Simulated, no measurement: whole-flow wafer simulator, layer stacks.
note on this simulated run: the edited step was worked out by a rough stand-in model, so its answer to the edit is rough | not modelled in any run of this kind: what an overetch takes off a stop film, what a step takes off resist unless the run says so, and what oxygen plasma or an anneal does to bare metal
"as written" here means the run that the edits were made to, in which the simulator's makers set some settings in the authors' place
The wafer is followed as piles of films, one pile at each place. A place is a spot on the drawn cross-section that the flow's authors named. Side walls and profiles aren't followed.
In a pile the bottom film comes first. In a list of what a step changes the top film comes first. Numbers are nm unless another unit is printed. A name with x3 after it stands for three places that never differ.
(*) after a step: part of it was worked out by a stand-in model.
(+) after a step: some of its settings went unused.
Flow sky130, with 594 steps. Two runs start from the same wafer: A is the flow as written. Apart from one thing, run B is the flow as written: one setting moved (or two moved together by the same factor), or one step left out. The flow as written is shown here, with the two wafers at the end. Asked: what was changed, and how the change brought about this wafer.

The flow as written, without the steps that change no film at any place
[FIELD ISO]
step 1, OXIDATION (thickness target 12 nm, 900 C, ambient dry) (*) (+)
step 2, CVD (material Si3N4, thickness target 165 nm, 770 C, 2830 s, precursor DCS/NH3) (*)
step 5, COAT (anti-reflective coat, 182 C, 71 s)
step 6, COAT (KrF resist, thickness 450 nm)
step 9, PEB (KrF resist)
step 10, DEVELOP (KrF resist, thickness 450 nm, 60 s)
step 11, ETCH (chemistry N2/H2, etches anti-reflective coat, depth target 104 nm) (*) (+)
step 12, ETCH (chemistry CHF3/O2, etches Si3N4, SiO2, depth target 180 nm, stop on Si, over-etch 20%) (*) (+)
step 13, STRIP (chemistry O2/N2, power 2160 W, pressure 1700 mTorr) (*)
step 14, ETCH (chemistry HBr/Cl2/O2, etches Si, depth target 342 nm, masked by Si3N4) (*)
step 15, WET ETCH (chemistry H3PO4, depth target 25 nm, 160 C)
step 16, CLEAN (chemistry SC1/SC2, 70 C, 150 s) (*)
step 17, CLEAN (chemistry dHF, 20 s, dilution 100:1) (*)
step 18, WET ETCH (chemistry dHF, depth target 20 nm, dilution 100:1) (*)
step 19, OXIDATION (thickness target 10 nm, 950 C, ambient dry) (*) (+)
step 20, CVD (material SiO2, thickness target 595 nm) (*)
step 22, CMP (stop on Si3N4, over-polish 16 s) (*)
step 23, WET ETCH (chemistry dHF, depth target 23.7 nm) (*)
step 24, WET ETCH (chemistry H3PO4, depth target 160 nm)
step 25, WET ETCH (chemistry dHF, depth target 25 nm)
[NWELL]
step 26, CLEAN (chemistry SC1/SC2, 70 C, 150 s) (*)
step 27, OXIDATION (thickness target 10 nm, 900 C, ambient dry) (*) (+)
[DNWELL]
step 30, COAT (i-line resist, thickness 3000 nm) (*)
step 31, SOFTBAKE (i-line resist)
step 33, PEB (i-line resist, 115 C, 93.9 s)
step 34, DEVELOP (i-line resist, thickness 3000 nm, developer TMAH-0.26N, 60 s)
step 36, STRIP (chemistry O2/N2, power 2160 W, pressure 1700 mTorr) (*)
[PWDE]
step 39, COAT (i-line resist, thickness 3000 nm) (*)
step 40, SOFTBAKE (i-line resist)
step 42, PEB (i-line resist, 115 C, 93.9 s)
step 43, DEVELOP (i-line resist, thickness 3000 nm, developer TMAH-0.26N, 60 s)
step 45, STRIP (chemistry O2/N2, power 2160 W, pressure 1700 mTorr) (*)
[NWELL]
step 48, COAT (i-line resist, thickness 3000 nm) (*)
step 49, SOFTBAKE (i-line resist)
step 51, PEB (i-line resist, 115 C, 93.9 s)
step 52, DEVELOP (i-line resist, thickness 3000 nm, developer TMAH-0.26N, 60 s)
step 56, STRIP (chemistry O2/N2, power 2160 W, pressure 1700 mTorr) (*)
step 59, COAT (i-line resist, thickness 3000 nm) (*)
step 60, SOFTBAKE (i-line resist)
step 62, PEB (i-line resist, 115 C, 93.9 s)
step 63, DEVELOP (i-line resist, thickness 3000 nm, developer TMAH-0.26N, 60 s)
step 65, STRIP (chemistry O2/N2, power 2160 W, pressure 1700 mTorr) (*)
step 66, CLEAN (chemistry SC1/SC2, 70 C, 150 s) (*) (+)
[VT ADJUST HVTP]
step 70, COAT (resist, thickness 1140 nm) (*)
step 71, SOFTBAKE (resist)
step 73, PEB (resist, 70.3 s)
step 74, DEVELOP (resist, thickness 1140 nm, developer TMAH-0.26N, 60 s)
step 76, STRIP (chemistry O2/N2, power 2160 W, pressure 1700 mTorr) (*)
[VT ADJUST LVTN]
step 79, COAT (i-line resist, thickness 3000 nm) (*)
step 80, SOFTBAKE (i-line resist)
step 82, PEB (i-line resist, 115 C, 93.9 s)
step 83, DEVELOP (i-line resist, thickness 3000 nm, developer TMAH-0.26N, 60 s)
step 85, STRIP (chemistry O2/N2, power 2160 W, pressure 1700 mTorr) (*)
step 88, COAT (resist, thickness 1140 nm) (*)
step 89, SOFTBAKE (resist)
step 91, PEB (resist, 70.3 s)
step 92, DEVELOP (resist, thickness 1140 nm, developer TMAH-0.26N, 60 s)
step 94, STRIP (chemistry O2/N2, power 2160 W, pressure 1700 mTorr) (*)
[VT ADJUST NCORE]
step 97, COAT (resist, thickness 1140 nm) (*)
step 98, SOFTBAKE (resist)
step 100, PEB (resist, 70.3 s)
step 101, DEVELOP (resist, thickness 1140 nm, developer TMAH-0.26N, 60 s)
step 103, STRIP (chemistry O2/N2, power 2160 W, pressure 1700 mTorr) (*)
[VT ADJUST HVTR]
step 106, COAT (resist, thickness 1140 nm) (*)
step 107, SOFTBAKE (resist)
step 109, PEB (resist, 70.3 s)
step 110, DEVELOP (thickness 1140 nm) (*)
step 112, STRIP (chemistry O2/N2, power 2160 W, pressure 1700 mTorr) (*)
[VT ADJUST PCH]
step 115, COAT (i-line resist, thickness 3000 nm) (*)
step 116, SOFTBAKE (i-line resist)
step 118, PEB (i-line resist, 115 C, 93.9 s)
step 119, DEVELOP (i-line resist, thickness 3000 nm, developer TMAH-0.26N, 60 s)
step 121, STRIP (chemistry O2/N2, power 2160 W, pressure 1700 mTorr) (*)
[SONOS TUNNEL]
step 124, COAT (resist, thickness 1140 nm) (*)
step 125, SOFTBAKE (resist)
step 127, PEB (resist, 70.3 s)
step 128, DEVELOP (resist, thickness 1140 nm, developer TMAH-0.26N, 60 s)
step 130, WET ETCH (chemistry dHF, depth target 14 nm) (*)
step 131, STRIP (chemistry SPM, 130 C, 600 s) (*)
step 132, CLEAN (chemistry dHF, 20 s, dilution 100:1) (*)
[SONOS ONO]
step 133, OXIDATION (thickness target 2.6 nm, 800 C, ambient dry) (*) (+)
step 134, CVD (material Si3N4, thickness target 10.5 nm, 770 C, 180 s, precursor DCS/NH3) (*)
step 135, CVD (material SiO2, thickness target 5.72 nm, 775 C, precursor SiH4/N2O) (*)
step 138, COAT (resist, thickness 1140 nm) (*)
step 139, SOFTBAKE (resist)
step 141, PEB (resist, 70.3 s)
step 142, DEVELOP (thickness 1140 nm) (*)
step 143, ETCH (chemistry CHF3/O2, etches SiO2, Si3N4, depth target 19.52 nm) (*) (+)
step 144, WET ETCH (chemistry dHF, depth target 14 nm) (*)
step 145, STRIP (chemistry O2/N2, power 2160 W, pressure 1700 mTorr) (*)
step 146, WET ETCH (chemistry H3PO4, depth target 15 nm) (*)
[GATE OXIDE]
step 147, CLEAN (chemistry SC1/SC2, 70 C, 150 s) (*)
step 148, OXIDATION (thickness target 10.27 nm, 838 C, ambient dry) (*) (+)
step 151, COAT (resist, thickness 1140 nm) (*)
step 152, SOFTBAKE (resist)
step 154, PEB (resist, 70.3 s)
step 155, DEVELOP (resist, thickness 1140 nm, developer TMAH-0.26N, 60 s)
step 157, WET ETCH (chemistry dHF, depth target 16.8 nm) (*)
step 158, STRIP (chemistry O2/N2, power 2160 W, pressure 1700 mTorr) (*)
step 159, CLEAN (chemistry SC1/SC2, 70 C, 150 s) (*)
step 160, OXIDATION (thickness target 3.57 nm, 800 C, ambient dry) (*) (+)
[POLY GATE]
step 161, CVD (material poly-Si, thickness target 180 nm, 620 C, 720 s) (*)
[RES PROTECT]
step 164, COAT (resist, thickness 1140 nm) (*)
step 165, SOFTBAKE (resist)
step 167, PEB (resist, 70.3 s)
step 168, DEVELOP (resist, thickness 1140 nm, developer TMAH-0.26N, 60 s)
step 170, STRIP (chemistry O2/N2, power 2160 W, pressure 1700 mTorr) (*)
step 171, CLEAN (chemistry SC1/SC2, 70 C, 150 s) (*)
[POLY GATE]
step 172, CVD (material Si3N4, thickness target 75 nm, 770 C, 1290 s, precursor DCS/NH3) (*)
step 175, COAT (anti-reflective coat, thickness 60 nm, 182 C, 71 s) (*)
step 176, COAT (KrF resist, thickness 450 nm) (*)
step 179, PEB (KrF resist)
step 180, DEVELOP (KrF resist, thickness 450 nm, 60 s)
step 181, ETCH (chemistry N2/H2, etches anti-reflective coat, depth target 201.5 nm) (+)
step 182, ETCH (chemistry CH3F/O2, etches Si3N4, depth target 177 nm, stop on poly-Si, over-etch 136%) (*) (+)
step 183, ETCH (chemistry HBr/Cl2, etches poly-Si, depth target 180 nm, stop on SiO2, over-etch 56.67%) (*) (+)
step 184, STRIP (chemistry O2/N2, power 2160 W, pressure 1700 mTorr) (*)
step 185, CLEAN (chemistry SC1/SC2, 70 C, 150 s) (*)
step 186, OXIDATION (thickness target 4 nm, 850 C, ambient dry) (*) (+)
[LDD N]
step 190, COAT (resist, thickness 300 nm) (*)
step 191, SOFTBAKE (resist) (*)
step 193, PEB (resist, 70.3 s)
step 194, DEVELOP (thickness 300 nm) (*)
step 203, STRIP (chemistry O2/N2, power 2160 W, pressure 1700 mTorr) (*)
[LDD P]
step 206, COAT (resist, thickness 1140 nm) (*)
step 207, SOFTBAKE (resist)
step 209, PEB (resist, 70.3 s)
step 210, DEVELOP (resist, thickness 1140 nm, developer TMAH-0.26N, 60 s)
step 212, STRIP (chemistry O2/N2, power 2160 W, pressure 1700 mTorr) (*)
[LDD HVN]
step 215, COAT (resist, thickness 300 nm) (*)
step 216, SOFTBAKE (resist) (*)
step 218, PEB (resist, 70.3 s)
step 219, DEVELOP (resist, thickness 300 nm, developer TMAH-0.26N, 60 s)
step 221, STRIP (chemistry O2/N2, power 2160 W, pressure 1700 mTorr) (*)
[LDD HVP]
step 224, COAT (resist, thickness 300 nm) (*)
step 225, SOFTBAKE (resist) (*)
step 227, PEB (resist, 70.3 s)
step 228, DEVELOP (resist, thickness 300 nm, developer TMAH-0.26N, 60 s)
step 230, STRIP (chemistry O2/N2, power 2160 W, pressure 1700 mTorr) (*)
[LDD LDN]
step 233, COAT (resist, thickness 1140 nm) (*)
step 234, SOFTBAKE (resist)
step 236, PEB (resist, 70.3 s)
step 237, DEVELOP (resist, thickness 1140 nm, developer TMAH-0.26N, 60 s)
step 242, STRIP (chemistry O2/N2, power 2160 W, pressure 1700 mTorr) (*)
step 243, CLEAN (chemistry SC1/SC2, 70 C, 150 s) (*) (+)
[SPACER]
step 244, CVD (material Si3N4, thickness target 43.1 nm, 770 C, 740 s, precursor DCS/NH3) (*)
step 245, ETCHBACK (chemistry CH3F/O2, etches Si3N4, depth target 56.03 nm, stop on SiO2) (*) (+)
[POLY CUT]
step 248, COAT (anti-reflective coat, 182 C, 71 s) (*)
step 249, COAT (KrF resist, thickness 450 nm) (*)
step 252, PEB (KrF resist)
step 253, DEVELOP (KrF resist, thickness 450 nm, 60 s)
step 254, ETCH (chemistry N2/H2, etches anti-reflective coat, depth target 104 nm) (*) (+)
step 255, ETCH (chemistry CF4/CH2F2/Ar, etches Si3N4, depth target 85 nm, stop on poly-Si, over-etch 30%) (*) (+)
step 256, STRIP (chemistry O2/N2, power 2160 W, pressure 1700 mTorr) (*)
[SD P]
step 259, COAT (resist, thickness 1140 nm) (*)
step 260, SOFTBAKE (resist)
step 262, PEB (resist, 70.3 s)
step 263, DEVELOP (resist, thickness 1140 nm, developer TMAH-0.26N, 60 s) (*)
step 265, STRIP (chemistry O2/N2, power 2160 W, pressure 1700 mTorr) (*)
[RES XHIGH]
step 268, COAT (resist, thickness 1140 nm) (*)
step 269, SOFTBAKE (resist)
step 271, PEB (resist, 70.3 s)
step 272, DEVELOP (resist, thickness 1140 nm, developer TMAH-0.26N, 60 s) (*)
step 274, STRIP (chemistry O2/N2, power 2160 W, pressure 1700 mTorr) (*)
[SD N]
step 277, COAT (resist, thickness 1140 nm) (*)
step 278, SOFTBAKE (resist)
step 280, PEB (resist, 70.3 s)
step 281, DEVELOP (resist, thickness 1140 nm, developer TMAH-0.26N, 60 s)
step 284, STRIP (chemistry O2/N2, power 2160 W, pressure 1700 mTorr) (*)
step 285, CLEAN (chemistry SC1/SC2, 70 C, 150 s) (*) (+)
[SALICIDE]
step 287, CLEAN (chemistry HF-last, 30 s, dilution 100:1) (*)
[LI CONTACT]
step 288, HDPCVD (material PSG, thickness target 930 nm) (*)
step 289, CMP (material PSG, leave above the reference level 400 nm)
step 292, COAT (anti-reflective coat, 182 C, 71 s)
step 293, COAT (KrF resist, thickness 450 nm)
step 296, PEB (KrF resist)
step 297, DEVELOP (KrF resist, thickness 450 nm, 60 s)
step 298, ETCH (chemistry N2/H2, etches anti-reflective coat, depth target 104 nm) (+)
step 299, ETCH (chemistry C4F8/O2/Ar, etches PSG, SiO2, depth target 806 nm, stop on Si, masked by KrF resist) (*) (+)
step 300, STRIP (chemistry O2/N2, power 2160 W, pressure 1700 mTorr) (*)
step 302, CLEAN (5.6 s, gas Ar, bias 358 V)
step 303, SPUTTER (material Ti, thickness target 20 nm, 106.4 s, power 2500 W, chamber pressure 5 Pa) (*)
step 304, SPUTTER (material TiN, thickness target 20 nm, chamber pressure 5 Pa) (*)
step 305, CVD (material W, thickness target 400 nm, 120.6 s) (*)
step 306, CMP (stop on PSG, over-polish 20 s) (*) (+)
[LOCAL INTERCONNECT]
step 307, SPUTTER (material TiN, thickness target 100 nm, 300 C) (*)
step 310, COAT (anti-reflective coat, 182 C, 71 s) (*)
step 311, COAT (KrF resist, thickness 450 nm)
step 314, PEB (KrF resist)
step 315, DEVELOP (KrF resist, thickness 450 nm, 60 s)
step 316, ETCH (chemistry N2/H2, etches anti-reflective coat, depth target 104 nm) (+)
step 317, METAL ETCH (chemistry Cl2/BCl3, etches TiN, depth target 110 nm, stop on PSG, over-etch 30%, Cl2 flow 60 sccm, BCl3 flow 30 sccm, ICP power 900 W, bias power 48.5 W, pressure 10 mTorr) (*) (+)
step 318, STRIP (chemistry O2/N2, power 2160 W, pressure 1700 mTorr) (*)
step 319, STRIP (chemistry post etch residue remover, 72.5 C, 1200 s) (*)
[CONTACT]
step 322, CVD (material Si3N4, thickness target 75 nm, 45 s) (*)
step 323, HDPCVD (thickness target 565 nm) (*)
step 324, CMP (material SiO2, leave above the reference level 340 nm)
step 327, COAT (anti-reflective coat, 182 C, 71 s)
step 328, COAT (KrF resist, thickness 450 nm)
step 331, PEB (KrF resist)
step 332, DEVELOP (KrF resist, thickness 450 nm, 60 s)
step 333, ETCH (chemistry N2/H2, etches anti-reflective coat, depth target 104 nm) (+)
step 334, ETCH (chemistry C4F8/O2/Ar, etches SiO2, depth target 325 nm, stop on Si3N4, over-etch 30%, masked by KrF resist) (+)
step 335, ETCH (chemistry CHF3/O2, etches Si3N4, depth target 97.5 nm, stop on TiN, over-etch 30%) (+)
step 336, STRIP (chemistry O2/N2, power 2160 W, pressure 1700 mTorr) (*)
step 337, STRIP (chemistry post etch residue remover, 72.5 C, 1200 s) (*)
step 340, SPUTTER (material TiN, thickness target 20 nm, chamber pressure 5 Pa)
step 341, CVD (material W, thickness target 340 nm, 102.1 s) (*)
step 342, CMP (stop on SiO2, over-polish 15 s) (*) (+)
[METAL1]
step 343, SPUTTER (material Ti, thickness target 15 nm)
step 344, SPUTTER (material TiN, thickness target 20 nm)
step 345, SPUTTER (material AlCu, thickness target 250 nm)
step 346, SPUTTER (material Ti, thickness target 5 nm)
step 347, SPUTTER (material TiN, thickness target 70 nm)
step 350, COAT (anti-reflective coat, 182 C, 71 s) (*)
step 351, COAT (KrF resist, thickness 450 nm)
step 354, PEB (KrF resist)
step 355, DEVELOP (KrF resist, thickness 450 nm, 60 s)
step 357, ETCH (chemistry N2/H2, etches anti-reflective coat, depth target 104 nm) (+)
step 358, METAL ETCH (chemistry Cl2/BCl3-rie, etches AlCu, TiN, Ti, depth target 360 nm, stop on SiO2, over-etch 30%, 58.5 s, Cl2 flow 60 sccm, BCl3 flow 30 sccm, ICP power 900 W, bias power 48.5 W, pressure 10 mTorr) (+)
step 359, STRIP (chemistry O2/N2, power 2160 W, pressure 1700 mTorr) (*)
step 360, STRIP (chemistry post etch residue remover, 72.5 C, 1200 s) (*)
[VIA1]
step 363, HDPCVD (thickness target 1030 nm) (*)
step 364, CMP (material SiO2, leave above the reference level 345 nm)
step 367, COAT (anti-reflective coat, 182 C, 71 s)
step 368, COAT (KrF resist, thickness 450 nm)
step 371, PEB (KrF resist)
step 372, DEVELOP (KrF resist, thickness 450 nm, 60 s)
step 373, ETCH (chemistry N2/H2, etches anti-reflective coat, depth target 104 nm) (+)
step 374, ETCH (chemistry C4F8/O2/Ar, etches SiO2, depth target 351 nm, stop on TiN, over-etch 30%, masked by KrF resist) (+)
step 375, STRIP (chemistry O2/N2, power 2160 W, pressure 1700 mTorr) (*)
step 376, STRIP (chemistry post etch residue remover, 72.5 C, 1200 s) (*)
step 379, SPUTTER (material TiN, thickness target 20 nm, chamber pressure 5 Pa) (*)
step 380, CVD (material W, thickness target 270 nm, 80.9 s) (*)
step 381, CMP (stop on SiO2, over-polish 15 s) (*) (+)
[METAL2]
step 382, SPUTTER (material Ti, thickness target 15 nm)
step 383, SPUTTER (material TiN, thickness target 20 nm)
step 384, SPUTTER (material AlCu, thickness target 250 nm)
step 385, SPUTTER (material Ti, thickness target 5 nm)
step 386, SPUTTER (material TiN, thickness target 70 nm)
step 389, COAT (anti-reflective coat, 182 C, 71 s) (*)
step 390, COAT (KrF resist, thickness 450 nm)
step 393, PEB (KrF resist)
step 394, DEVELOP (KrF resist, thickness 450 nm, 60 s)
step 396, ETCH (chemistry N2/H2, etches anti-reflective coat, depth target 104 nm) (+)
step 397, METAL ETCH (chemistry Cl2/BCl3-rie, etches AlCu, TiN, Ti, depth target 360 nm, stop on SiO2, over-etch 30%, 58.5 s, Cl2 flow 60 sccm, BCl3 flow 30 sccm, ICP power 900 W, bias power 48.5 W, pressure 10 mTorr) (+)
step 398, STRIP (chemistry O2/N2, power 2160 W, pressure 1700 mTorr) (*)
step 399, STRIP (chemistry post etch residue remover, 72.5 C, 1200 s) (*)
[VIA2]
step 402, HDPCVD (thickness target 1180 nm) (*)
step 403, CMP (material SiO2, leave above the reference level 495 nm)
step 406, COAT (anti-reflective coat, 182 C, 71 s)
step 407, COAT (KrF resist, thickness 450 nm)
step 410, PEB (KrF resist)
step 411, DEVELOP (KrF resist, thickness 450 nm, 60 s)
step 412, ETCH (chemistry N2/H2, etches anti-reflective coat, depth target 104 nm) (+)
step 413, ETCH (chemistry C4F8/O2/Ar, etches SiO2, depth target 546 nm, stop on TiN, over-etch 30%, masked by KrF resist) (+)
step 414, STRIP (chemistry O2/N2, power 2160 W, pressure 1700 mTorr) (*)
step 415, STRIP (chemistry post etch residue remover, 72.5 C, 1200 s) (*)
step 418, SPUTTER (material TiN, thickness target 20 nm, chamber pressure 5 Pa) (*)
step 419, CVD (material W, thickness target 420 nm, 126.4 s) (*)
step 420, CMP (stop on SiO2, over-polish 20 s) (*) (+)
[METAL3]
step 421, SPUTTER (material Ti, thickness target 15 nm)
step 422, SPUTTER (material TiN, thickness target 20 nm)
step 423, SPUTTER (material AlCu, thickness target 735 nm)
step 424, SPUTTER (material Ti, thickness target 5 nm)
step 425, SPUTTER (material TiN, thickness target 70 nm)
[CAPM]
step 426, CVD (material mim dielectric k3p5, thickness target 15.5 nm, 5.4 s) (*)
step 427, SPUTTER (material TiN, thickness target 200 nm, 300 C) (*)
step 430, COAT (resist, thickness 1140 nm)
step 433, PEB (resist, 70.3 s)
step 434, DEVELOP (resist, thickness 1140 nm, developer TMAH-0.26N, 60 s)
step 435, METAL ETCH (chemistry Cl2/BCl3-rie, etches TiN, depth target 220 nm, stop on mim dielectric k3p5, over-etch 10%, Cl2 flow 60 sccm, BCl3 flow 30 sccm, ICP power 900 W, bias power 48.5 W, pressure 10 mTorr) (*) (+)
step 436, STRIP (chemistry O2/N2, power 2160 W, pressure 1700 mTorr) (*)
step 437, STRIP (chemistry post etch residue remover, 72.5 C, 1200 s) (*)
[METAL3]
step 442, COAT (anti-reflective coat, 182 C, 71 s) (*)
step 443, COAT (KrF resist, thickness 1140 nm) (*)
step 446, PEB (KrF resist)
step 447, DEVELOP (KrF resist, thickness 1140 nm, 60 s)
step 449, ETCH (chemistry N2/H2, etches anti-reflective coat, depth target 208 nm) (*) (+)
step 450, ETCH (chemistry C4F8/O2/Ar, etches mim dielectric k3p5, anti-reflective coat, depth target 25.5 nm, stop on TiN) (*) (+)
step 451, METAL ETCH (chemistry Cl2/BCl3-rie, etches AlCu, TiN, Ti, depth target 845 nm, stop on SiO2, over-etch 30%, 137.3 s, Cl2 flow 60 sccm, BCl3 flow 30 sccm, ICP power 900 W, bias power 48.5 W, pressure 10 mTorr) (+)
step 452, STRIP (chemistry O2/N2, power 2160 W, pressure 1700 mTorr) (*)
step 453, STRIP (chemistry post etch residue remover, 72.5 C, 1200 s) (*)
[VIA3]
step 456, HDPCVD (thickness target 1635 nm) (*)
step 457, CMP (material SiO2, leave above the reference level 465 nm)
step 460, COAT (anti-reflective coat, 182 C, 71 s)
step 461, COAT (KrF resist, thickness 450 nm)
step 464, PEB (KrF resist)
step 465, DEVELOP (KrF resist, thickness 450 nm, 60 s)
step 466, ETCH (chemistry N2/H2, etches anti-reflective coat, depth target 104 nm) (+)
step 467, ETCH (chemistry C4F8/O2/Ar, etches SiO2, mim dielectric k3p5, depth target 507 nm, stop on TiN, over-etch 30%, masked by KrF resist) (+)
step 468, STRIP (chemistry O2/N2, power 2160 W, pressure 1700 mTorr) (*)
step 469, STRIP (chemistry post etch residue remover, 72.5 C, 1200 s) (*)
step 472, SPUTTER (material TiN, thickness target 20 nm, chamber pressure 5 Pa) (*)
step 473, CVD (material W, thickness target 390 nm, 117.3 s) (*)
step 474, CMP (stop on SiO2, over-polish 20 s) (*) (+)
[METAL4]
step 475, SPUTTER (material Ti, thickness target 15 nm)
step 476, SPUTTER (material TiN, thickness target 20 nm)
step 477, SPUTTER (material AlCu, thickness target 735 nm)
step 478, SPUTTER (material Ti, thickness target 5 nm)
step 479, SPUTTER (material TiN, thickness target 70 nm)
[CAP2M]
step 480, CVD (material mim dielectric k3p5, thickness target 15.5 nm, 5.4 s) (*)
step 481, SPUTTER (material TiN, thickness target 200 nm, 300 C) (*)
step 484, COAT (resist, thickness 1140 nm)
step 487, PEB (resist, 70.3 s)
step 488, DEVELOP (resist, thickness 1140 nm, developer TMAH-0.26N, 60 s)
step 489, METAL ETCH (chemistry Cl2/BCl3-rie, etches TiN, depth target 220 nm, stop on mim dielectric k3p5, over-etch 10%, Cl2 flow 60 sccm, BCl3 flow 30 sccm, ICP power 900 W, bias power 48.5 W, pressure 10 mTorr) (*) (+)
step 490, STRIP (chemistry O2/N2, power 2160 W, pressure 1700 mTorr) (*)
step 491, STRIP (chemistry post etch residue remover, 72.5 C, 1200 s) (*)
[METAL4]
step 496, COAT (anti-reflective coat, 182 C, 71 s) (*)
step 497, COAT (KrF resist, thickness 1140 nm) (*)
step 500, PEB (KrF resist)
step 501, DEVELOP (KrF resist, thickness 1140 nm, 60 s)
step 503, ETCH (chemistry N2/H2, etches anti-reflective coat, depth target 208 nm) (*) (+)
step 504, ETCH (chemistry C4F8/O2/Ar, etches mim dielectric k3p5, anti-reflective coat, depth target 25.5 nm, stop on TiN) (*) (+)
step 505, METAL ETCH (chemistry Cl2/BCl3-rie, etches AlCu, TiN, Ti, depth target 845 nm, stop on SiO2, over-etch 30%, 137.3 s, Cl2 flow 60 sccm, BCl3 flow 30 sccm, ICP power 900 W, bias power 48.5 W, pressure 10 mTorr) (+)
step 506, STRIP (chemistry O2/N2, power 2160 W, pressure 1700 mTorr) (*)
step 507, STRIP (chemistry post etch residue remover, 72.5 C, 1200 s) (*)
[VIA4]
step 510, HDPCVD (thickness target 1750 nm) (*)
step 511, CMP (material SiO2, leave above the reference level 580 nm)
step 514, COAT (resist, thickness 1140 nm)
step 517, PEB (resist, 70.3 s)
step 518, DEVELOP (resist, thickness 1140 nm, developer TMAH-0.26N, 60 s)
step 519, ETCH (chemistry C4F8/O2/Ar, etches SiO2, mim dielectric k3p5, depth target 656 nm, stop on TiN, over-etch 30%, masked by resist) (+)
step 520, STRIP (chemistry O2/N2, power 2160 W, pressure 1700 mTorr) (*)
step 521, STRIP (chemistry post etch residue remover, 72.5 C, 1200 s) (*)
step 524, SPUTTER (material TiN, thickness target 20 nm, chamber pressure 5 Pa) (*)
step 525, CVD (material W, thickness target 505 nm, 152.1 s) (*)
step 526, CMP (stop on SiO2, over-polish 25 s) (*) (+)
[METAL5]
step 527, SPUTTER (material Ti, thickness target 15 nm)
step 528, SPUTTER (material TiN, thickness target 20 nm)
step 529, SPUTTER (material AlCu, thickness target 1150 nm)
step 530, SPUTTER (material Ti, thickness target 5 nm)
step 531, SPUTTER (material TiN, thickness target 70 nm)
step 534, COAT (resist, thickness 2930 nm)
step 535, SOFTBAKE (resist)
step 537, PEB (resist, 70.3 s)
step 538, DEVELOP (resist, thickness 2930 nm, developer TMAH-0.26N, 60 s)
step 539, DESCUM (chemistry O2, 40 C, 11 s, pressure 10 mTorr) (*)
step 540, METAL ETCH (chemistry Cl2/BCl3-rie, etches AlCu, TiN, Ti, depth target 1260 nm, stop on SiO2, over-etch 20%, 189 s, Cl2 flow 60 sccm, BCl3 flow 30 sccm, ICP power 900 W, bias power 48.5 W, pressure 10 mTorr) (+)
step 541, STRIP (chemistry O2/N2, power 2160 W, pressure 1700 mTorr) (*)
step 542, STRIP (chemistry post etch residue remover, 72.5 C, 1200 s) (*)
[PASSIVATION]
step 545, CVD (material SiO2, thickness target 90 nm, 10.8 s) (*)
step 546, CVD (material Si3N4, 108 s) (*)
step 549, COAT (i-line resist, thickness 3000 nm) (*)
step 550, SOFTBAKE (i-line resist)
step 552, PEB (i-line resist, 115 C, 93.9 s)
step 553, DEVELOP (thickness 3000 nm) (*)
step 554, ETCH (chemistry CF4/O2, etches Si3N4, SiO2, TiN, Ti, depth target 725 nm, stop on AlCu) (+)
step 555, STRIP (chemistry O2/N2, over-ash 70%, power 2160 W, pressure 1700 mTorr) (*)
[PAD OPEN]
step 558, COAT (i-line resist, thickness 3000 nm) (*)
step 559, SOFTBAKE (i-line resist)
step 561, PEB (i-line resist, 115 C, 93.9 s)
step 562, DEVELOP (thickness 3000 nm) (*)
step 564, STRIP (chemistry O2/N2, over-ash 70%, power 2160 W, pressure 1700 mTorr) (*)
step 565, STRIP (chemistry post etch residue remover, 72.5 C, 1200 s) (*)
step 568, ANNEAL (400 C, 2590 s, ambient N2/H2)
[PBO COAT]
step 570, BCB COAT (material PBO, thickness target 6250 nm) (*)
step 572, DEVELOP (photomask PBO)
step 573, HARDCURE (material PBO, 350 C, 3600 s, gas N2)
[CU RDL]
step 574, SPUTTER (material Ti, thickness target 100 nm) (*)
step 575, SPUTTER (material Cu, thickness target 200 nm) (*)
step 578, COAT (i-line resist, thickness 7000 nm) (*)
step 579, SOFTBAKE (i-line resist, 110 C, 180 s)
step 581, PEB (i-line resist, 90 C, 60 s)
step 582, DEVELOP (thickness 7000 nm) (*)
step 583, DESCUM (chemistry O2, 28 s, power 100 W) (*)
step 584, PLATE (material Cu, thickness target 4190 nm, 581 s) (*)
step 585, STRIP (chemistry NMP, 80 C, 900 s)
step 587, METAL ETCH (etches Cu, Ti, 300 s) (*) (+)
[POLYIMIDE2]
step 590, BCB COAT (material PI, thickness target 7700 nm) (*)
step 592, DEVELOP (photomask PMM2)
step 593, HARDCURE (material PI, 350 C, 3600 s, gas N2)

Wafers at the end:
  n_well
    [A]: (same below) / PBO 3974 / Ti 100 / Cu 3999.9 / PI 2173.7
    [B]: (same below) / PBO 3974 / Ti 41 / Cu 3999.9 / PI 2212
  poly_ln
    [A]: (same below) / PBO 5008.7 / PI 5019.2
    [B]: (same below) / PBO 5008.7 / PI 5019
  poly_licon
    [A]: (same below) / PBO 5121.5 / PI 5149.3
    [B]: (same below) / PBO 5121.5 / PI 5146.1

The reason: step 574, SPUTTER: thickness target 41 nm was run, whereas the flow has thickness target 100 nm.
One can read it off the wafer: n_well has Ti 41, and step 574 as written asks for 100 nm.

How this came from the change, step by step:
  step 574, SPUTTER (material Ti, thickness target 100 nm) (*)
      field, active, n_well and 190 more: A Ti gains 100 (new film) | B Ti gains 41 (new film)
  step 587, METAL ETCH (etches Cu, Ti, 300 s) (*) (+)
      field, active, gate and 167 more: A Cu loses 200 (all of it), Ti loses 100 (all of it) | B Cu loses 200 (all of it), Ti loses 41 (all of it)
  step 590, BCB COAT (material PI, thickness target 7700 nm) (*)
      de16_gate_nw: A PI gains 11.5 um (new film) | B PI gains 11.45 um (new film)
